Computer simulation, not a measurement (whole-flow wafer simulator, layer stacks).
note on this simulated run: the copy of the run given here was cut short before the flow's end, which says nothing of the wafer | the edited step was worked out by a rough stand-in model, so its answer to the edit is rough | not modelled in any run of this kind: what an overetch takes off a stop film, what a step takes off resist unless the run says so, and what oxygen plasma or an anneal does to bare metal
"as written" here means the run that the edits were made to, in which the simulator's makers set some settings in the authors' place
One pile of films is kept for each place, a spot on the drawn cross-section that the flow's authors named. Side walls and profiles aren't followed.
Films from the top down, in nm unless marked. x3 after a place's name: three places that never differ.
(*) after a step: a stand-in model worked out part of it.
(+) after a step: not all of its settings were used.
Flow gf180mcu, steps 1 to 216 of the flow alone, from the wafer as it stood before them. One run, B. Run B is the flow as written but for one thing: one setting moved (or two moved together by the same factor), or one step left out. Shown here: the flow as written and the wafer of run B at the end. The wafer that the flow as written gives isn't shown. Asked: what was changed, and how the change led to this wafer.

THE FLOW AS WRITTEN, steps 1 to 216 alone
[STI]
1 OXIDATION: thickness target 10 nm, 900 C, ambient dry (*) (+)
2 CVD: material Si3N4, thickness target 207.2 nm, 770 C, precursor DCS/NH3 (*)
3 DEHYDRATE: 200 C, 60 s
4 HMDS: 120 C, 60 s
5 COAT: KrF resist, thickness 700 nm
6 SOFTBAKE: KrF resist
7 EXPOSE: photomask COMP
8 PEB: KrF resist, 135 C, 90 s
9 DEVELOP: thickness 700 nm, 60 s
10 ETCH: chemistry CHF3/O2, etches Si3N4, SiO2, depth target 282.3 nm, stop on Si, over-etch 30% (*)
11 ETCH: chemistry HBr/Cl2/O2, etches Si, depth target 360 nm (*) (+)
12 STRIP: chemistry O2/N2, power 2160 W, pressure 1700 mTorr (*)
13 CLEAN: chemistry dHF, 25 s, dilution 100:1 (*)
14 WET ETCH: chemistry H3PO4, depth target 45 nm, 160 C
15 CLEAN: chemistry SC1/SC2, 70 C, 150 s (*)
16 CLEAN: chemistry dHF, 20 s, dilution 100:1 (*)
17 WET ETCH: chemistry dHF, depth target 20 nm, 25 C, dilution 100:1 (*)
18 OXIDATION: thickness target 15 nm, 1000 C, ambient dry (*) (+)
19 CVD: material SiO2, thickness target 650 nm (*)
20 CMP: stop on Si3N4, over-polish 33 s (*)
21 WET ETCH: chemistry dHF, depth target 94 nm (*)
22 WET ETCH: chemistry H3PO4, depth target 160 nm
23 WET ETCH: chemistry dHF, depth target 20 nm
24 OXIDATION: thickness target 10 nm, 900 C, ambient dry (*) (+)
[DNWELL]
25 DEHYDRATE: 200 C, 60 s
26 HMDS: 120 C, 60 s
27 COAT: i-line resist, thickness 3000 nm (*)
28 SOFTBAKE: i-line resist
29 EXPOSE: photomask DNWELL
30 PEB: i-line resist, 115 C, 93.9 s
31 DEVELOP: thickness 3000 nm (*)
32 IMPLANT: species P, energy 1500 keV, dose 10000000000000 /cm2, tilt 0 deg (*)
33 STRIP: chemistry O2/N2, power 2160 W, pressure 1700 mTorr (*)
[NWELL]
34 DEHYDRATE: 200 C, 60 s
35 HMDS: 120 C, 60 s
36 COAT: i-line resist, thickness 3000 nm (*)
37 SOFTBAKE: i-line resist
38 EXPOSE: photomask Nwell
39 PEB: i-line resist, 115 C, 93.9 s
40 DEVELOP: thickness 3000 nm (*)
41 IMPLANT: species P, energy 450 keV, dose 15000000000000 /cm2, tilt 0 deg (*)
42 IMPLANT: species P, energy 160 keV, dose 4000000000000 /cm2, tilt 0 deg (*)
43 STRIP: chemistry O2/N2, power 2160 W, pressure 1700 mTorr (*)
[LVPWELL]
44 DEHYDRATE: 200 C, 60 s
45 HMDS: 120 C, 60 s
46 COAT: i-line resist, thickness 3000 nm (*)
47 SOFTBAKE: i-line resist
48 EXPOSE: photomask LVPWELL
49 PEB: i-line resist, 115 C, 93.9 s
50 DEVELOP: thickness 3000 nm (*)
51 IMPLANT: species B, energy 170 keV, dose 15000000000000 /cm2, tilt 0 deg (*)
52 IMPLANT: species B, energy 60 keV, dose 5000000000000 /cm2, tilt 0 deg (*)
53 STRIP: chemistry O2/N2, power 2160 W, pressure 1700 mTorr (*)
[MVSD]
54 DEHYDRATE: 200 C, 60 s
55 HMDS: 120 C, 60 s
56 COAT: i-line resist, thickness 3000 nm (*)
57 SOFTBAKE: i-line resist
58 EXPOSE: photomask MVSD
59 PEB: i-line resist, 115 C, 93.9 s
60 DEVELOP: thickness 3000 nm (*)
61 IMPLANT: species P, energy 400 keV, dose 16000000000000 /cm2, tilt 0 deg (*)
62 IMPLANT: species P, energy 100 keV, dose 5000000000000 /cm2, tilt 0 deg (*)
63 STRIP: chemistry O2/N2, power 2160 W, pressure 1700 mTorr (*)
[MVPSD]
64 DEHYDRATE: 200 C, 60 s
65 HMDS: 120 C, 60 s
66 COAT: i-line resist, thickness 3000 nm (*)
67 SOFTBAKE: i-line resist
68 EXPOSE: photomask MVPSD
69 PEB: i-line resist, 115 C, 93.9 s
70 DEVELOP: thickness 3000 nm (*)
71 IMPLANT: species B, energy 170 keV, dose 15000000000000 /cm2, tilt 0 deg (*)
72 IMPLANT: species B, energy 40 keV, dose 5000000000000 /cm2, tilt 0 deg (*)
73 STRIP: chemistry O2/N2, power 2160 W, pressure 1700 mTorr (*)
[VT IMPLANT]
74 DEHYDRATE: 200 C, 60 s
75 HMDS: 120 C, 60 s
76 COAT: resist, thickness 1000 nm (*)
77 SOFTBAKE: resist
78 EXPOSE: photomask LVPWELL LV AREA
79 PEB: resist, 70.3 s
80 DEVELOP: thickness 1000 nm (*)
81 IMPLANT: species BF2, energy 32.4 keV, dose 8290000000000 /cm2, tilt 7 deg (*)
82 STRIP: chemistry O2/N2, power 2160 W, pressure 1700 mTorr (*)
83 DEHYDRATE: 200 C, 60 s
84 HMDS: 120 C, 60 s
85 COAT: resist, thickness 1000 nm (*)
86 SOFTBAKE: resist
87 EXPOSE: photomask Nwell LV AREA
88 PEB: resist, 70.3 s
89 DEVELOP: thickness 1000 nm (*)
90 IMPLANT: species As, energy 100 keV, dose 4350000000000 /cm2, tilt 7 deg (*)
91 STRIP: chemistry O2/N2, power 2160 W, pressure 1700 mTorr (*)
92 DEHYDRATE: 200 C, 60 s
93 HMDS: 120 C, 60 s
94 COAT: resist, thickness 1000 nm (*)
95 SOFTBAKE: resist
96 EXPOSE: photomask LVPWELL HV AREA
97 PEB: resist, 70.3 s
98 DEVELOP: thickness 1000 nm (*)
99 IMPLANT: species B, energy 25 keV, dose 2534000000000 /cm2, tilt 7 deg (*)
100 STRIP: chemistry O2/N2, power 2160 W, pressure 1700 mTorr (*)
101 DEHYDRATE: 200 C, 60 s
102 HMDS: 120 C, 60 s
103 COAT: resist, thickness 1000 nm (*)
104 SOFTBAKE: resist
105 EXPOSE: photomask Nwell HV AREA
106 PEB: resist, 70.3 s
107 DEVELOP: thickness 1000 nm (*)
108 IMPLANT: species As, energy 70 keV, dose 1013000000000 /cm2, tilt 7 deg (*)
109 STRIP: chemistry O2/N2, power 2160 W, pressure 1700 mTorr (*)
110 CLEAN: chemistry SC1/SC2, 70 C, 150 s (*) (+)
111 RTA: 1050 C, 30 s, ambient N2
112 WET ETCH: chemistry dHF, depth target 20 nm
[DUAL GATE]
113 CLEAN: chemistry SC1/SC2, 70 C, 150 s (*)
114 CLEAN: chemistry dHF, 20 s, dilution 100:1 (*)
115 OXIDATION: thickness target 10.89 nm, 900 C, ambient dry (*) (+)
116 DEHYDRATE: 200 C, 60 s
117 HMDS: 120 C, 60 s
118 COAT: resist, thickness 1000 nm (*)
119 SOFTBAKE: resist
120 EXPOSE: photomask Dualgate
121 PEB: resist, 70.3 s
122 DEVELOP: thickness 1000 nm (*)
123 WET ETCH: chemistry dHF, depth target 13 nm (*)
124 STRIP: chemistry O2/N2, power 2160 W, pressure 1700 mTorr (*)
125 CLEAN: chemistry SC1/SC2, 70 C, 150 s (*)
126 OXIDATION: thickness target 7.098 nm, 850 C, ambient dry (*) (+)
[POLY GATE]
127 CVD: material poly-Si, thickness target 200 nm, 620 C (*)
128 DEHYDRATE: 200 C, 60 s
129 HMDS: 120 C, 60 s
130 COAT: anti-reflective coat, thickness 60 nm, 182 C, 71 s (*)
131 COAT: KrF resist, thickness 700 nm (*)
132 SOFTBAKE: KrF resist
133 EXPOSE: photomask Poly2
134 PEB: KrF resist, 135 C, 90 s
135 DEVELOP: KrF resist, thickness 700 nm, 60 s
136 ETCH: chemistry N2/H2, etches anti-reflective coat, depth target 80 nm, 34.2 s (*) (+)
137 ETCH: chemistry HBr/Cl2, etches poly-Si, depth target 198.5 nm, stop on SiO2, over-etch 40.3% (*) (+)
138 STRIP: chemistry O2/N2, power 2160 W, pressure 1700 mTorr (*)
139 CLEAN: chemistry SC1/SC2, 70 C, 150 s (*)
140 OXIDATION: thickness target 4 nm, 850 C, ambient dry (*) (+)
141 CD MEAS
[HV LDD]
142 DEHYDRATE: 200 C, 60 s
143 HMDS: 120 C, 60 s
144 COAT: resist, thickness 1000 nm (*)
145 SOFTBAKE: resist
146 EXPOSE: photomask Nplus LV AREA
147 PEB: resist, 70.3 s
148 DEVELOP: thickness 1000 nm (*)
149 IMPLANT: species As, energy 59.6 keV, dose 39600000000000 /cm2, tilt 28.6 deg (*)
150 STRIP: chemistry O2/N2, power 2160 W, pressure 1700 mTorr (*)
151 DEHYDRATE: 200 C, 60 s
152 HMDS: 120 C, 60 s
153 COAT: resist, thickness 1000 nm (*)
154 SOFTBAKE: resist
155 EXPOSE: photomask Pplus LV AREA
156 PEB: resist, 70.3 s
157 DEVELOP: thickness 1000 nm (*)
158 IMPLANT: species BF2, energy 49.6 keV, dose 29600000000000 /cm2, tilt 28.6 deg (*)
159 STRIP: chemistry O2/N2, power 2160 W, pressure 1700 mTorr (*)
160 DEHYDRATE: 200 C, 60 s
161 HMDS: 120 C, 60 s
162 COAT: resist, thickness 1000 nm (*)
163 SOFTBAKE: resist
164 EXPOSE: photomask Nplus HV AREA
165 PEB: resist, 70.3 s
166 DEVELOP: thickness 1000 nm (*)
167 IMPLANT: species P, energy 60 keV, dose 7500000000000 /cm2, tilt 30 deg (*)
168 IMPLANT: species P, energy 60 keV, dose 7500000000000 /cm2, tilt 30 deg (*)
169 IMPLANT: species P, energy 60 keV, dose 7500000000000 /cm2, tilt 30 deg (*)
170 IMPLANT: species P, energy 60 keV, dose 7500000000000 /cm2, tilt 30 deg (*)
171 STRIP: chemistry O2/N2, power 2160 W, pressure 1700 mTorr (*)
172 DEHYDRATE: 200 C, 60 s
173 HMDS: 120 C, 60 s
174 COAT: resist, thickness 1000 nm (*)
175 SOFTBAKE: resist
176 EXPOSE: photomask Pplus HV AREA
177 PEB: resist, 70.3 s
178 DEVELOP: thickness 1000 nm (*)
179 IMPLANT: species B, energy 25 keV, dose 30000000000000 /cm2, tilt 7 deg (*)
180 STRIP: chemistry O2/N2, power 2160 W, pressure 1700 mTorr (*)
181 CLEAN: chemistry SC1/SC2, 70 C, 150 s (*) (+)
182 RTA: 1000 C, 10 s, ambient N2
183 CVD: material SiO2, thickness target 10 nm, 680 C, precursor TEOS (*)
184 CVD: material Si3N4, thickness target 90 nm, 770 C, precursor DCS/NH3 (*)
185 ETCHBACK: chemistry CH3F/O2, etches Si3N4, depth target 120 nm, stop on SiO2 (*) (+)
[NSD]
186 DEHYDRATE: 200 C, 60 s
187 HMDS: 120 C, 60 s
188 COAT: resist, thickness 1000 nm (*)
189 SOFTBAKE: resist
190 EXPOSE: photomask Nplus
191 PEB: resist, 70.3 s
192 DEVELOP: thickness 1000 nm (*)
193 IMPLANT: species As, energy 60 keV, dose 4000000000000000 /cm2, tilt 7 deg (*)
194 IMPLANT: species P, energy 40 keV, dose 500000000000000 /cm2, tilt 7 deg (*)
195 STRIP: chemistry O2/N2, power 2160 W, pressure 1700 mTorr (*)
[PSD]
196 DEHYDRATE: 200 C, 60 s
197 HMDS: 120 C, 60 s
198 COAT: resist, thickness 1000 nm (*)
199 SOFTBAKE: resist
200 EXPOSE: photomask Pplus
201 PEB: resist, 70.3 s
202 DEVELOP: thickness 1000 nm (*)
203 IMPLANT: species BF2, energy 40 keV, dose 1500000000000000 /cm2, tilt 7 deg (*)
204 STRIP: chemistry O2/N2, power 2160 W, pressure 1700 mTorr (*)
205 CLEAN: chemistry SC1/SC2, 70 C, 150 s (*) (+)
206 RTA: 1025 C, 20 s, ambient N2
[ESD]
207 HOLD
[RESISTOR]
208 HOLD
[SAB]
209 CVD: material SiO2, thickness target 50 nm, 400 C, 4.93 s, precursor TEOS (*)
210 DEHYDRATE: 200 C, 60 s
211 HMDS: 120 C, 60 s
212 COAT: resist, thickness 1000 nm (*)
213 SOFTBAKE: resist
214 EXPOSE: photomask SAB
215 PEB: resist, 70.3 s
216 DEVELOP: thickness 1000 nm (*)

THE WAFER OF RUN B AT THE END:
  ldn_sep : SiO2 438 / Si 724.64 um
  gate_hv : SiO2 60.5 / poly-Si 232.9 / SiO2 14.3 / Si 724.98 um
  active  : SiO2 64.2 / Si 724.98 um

The cause: step 127, CVD: thickness target 235 nm was run, where the flow has thickness target 200 nm.

How the change led to this, step by step:
  127 CVD: material poly-Si, thickness target 200 nm, 620 C (*)
      field, field__w1, field__w2 and 89 more: poly-Si +235 (new film) (as written it would be: poly-Si +200 (new film))
  137 ETCH: chemistry HBr/Cl2, etches poly-Si, depth target 198.5 nm, stop on SiO2, over-etch 40.3% (*) (+)
      field__w3, field__w12, field_sub and 14 more: poly-Si -234 (all of it), SiO2 -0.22 (as written it would be: poly-Si -199 (all of it), SiO2 -0.4)
      field__w6, sti, m1 and 10 more: poly-Si -233.8 (all of it), SiO2 -0.22 (as written it would be: poly-Si -198.8 (all of it), SiO2 -0.4)
      (and at 34 more places)
  144 COAT: resist, thickness 1000 nm (*)
      polyc_n, polyc_p: resist +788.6 (new film) (as written it would be: resist +817.8 (new film))
      gate: resist +808.3 (new film) (as written it would be: resist +837.3 (new film))
      (and at 25 more places)
  145 SOFTBAKE: resist
      field__w1: resist +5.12 (as written it would be: resist +4.19)
      field__w2: resist +3.45 (as written it would be: resist +2.82)
      (and at 58 more places)
  147 PEB: resist, 70.3 s
      gate, npoly_u: resist -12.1 (as written it would be: resist -12.7)
      gate_p, ppoly_u: resist -12.2 (as written it would be: resist -12.8)
      (and at 2 more places)
  148 DEVELOP: thickness 1000 nm (*)
      gate: resist -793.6 (all of it) (as written it would be: resist -822.7 (all of it))
      npoly_u: resist -793.3 (all of it) (as written it would be: resist -821.5 (all of it))
      (and at 3 more places)
  150 STRIP: chemistry O2/N2, power 2160 W, pressure 1700 mTorr (*)
      gate_hv: resist -796.8 (all of it) (as written it would be: resist -824.2 (all of it))
      gate_p: resist -800.3 (all of it) (as written it would be: resist -828.7 (all of it))
      (and at 21 more places)
  153 COAT: resist, thickness 1000 nm (*)
      polyc_n, polyc_p: resist +788.6 (new film) (as written it would be: resist +817.8 (new film))
      gate: resist +808.3 (new film) (as written it would be: resist +837.3 (new film))
      (and at 25 more places)
  154 SOFTBAKE: resist
      field__w1: resist +5.12 (as written it would be: resist +4.19)
      field__w2: resist +3.45 (as written it would be: resist +2.82)
      (and at 58 more places)
  156 PEB: resist, 70.3 s
      gate, npoly_u: resist -12.1 (as written it would be: resist -12.7)
      gate_p, ppoly_u: resist -12.2 (as written it would be: resist -12.8)
      (and at 2 more places)
  157 DEVELOP: thickness 1000 nm (*)
      gate_p: resist -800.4 (all of it) (as written it would be: resist -828.7 (all of it))
      ppoly_u: resist -799.8 (all of it) (as written it would be: resist -827 (all of it))
      (and at 3 more places)
  159 STRIP: chemistry O2/N2, power 2160 W, pressure 1700 mTorr (*)
      gate: resist -793.6 (all of it) (as written it would be: resist -822.7 (all of it))
      gate_hv: resist -796.8 (all of it) (as written it would be: resist -824.2 (all of it))
      (and at 21 more places)
  162 COAT: resist, thickness 1000 nm (*)
      polyc_n, polyc_p: resist +788.6 (new film) (as written it would be: resist +817.8 (new film))
      gate: resist +808.3 (new film) (as written it would be: resist +837.3 (new film))
      (and at 25 more places)
  163 SOFTBAKE: resist
      field__w1: resist +5.12 (as written it would be: resist +4.19)
      field__w2: resist +3.45 (as written it would be: resist +2.82)
      (and at 58 more places)
  165 PEB: resist, 70.3 s
      gate, npoly_u: resist -12.1 (as written it would be: resist -12.7)
      gate_p, ppoly_u: resist -12.2 (as written it would be: resist -12.8)
      (and at 2 more places)
  166 DEVELOP: thickness 1000 nm (*)
      gate_hv: resist -796.8 (all of it) (as written it would be: resist -824.2 (all of it))
      gate_nat: resist -832.3 (all of it) (as written it would be: resist -854.5 (all of it))
      (and at 7 more places)
  ... 20 more steps ...
  216 DEVELOP: thickness 1000 nm (*)
      gate: resist -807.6 (all of it) (as written it would be: resist -834.3 (all of it))
      gate_hv: resist -811 (all of it) (as written it would be: resist -836.1 (all of it))
      (and at 24 more places)
